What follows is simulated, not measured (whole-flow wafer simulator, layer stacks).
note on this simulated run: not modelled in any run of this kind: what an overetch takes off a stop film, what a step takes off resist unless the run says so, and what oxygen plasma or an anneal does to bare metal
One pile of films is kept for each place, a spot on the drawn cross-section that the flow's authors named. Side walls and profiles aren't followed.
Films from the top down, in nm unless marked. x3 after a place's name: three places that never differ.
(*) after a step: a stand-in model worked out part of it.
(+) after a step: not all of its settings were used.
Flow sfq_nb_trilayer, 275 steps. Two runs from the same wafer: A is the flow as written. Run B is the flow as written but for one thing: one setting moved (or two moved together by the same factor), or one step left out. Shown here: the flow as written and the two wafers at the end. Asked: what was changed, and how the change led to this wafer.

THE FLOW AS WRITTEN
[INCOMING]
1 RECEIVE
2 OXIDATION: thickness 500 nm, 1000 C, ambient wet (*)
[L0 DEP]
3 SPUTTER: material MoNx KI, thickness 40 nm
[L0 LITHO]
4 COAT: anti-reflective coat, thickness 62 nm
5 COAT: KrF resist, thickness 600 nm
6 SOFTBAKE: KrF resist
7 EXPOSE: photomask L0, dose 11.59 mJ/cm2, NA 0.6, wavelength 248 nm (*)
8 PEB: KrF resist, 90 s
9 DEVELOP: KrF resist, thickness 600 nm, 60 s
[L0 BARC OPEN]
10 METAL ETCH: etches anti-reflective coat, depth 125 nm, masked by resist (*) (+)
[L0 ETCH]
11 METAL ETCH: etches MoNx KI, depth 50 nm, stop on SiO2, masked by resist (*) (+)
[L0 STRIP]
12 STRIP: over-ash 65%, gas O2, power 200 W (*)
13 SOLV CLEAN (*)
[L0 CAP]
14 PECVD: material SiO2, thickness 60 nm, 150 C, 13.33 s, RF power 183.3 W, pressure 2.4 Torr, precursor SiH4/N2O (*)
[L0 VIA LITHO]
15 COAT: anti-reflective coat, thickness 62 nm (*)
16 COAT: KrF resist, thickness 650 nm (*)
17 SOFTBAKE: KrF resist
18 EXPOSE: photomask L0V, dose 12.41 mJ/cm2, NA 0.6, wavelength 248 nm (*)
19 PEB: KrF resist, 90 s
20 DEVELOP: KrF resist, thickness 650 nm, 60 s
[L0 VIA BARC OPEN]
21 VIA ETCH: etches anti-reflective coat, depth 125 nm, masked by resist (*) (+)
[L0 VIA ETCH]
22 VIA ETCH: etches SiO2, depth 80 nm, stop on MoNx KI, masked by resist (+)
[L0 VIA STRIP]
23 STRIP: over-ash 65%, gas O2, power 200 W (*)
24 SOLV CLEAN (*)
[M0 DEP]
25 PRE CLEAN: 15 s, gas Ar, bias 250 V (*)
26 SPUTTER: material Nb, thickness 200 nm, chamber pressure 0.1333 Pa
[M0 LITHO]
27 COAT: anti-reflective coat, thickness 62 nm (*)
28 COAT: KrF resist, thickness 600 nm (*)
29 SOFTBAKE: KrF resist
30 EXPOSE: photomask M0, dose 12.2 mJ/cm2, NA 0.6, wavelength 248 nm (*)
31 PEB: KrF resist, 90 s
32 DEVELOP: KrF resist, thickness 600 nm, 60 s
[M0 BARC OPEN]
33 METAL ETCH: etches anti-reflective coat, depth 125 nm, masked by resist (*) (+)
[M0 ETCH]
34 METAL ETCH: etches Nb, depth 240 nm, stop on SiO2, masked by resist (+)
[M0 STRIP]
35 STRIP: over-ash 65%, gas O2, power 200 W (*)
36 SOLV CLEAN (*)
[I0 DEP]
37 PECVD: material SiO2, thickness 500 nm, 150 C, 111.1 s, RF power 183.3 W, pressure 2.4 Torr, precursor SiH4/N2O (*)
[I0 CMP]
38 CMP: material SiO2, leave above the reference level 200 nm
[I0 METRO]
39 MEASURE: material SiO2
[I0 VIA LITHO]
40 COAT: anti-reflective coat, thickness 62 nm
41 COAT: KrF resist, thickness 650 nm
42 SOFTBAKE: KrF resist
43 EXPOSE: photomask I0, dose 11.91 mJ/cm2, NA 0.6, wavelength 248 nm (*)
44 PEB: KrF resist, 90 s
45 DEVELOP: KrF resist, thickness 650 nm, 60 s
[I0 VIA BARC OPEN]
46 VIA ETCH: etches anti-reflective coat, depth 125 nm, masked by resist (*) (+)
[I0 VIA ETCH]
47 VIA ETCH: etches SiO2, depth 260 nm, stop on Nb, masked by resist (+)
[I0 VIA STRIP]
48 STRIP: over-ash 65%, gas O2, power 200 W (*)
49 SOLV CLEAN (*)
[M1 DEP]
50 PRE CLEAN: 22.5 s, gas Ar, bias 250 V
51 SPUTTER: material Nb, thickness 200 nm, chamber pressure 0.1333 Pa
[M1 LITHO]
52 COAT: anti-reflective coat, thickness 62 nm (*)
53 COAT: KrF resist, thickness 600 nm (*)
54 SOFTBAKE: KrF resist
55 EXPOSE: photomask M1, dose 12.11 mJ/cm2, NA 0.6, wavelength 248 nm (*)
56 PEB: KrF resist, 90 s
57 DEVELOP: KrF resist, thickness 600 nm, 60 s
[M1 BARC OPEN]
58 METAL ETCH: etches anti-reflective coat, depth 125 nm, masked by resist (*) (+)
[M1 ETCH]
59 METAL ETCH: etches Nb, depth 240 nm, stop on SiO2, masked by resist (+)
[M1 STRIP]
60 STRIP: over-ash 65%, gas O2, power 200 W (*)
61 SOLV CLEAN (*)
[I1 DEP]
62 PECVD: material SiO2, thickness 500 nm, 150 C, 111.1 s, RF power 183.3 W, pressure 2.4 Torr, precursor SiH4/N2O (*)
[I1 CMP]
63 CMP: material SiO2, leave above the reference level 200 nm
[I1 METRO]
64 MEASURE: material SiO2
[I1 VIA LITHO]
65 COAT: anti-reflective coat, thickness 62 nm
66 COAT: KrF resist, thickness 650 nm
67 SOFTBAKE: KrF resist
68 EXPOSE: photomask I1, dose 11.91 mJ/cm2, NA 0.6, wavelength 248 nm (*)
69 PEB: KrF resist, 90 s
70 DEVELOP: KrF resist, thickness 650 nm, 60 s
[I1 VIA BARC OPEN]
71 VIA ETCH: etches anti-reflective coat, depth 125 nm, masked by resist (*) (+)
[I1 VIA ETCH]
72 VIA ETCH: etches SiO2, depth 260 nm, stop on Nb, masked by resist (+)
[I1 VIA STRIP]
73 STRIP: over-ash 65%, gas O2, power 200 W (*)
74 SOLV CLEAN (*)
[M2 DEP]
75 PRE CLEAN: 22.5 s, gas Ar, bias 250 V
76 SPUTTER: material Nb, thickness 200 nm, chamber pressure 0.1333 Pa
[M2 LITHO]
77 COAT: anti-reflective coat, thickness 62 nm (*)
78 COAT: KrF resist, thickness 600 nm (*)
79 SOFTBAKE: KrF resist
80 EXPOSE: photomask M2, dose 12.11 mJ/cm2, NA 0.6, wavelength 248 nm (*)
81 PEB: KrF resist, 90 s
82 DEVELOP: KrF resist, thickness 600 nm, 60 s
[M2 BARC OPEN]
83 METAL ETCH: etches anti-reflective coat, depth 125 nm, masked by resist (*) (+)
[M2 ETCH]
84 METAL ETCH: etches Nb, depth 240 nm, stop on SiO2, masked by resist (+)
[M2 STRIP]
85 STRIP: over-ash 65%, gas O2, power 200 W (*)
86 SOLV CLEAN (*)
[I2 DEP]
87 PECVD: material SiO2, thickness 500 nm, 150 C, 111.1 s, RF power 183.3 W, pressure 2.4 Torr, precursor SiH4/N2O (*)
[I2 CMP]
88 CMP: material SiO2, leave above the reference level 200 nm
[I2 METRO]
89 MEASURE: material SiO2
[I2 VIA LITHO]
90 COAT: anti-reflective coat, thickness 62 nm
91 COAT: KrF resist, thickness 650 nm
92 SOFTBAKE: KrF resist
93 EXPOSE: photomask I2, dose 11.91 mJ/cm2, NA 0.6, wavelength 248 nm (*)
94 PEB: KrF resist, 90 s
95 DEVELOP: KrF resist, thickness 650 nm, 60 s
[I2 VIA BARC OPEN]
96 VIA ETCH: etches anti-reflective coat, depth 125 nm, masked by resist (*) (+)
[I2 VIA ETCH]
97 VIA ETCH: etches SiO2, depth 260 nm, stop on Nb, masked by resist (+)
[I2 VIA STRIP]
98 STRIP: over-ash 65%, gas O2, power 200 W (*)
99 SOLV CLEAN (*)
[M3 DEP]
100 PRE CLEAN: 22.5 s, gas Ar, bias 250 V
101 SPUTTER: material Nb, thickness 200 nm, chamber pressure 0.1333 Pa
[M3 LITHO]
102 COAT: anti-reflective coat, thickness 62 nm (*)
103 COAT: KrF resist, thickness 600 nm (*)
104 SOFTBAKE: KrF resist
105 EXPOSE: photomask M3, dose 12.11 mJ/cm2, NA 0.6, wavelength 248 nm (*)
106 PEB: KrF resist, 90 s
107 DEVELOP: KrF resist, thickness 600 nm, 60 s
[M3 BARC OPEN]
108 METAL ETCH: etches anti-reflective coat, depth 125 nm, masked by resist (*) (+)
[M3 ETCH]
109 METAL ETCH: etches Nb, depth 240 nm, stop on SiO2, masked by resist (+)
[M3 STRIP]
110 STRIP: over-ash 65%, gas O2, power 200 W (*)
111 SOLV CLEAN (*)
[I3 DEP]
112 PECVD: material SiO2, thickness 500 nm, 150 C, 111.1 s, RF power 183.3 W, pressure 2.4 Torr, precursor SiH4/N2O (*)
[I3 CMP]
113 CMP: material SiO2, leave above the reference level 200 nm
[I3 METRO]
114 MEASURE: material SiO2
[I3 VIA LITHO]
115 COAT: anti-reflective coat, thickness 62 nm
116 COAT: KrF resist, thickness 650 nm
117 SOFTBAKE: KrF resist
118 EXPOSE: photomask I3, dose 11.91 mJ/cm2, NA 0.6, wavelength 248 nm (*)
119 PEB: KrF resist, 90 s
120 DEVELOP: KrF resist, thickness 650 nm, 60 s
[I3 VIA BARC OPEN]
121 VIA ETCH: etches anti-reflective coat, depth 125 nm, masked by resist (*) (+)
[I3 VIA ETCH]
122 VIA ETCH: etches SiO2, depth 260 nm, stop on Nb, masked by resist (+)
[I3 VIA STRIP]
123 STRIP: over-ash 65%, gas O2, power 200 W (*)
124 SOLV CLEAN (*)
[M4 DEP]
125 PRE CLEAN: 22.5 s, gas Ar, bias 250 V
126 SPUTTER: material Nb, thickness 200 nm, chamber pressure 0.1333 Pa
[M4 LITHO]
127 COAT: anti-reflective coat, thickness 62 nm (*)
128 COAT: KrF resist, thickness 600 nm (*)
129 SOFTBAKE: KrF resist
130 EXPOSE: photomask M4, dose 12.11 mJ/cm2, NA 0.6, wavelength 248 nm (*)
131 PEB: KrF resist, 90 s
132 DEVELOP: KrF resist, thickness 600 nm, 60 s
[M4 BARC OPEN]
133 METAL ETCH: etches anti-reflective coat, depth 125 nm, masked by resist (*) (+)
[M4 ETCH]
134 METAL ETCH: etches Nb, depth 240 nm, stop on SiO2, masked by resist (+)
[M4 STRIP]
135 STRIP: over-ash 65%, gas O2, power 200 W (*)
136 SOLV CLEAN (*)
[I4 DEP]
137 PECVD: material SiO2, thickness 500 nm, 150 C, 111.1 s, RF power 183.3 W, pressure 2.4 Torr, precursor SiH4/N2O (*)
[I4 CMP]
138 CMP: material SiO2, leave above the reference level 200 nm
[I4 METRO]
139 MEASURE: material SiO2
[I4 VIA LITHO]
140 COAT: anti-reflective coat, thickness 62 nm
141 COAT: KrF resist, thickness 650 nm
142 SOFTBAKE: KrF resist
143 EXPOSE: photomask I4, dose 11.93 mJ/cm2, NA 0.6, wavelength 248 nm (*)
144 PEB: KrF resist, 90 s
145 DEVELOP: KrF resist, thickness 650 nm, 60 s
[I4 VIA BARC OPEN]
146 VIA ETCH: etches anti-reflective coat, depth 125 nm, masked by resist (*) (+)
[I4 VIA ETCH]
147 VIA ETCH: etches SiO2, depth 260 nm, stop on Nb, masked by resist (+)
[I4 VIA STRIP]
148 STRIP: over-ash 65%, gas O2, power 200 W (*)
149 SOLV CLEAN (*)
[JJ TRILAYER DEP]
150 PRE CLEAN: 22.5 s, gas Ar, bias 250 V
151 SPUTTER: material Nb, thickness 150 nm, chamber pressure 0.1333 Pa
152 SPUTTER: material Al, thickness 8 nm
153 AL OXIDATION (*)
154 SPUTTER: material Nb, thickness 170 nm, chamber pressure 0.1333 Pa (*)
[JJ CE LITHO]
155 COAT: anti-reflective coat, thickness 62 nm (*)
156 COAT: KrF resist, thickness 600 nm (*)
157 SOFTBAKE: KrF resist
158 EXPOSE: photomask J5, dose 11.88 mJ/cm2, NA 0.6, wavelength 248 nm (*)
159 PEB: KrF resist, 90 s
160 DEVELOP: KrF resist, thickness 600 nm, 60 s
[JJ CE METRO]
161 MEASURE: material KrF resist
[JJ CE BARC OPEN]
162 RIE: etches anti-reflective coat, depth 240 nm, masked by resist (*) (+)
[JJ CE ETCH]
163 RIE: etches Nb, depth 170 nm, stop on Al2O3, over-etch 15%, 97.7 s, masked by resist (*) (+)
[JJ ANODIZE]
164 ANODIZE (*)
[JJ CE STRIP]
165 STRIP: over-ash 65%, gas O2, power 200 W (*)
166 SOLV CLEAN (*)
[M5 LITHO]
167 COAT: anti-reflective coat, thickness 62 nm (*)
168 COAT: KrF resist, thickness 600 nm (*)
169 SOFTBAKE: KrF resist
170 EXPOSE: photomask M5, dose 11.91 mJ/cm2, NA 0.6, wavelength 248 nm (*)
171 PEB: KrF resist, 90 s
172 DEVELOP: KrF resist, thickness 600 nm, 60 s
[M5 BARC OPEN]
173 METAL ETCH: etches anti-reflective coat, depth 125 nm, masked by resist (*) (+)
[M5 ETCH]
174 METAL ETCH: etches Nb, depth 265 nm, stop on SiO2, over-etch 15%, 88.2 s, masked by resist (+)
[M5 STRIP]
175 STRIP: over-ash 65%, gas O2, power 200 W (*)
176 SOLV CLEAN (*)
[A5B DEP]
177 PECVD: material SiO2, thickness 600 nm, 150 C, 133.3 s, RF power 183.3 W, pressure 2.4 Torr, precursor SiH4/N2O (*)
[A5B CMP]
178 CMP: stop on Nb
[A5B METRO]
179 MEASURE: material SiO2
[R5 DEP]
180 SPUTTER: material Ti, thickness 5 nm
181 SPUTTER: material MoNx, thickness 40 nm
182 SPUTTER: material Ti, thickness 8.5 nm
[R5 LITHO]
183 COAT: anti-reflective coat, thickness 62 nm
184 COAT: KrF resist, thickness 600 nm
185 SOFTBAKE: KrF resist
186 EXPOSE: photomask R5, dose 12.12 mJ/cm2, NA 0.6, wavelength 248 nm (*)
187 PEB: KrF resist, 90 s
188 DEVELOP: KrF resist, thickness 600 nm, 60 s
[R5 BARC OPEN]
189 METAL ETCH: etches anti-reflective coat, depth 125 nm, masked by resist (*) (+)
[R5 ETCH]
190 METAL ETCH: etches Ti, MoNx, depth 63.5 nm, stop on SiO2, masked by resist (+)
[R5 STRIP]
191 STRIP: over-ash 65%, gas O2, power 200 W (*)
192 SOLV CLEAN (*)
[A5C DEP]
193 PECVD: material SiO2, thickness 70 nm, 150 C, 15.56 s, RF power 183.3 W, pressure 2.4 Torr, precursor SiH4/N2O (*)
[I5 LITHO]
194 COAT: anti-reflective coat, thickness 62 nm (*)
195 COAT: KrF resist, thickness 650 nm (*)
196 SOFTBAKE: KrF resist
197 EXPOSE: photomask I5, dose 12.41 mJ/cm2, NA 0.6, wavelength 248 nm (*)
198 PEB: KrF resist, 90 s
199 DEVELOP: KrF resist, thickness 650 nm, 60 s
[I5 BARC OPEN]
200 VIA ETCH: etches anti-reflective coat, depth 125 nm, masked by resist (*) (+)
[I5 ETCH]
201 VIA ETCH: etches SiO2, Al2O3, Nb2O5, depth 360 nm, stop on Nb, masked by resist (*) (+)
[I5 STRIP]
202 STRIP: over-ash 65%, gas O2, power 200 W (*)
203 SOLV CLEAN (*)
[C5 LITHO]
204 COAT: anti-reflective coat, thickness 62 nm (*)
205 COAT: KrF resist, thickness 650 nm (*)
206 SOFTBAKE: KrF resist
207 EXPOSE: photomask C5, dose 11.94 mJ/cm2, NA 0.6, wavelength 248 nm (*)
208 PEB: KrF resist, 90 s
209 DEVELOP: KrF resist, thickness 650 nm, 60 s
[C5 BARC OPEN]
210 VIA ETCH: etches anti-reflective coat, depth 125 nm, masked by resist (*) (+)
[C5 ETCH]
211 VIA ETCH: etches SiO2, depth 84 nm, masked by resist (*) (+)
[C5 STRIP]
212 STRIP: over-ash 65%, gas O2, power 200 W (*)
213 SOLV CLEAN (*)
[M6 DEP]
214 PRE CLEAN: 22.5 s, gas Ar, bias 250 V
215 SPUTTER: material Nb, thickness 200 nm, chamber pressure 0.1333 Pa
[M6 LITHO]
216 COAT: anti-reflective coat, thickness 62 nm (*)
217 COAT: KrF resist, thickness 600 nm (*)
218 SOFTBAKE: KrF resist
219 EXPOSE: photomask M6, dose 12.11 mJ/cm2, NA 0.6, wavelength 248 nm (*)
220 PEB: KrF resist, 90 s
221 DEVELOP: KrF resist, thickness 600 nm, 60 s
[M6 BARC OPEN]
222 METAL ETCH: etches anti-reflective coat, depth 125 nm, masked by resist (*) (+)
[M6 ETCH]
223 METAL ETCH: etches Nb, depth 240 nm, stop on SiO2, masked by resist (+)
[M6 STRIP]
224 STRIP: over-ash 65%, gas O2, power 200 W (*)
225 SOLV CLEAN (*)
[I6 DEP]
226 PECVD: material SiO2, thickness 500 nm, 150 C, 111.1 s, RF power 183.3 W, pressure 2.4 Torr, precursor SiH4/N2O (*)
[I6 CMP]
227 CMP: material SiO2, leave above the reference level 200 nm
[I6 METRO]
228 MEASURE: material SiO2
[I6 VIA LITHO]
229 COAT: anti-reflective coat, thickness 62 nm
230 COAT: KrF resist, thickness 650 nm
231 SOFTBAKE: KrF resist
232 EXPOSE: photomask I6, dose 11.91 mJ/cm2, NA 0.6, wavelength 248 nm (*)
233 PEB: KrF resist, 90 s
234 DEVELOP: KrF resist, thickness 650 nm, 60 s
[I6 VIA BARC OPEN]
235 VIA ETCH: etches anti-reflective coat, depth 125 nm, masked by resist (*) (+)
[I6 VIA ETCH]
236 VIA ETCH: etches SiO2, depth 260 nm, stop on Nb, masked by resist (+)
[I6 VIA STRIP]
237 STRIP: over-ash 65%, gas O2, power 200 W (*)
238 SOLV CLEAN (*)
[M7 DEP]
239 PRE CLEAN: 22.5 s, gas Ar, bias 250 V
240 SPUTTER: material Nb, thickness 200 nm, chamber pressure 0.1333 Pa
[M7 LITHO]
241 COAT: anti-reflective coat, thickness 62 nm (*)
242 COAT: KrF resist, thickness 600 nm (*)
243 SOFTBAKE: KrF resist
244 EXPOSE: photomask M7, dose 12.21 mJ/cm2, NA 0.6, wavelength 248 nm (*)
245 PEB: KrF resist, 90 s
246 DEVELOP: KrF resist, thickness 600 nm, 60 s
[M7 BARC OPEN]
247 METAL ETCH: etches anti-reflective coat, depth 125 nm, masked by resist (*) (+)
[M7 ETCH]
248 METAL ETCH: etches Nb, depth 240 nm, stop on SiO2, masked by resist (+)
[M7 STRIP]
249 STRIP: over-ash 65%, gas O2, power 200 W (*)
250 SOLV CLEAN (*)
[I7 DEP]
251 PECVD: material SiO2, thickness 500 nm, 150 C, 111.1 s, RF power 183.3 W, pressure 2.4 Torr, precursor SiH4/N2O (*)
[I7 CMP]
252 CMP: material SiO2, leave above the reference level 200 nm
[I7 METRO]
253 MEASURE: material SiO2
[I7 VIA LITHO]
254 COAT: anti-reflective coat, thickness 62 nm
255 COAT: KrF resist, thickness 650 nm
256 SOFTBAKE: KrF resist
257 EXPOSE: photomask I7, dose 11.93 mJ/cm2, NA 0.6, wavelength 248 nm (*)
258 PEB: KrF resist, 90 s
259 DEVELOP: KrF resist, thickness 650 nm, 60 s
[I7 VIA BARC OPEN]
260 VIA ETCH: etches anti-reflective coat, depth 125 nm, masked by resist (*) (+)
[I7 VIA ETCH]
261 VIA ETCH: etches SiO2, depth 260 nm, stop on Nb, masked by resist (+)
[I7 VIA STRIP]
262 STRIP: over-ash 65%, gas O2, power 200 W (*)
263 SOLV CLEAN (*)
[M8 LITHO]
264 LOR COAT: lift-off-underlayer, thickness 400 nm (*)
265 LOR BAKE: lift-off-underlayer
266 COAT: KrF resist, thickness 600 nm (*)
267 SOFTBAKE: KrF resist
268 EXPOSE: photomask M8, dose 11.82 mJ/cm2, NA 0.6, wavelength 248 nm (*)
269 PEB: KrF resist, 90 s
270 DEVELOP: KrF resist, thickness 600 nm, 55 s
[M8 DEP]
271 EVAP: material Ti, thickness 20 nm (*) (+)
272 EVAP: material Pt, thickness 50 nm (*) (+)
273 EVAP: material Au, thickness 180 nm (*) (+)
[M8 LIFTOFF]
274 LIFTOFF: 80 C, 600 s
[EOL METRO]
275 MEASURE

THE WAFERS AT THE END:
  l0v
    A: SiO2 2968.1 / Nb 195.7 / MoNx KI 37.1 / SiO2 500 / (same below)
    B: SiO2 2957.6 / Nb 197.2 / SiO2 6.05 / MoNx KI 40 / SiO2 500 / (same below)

The cause: step 22, VIA ETCH: depth 48.8 nm was run, where the flow has depth 80 nm.

How the change led to this, step by step:
  22 VIA ETCH: etches SiO2, depth 80 nm, stop on MoNx KI, masked by resist (+)
      l0v: A SiO2 -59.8 (all of it) | B SiO2 -48.8
      field_l, v_sur, via_wl and 102 more: A KrF resist -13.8 | B KrF resist -8.41
  25 PRE CLEAN: 15 s, gas Ar, bias 250 V (*)
      l0v: A MoNx KI -2.91 | B SiO2 -5
  27 COAT: anti-reflective coat, thickness 62 nm (*)
      l0_sur: A anti-reflective coat +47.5 (new film) | B anti-reflective coat +48.5 (new film)
      l0v: A anti-reflective coat +78 (new film) | B anti-reflective coat +75.2 (new film)
  35 STRIP: over-ash 65%, gas O2, power 200 W (*)
      l0_sur: A KrF resist -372 (all of it), anti-reflective coat -47.5 (all of it) | B KrF resist -372.6 (all of it), anti-reflective coat -48.5 (all of it)
      l0v: A KrF resist -405.3 (all of it), anti-reflective coat -78 (all of it) | B KrF resist -399.7 (all of it), anti-reflective coat -75.2 (all of it)
  38 CMP: material SiO2, leave above the reference level 200 nm
      l0v: A SiO2 -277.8 | B SiO2 -288.2
Counting metal films that touch as one body, l0v has 2 bodies (between them, from the top down: SiO2 6.05); the flow as written gives 1 body.
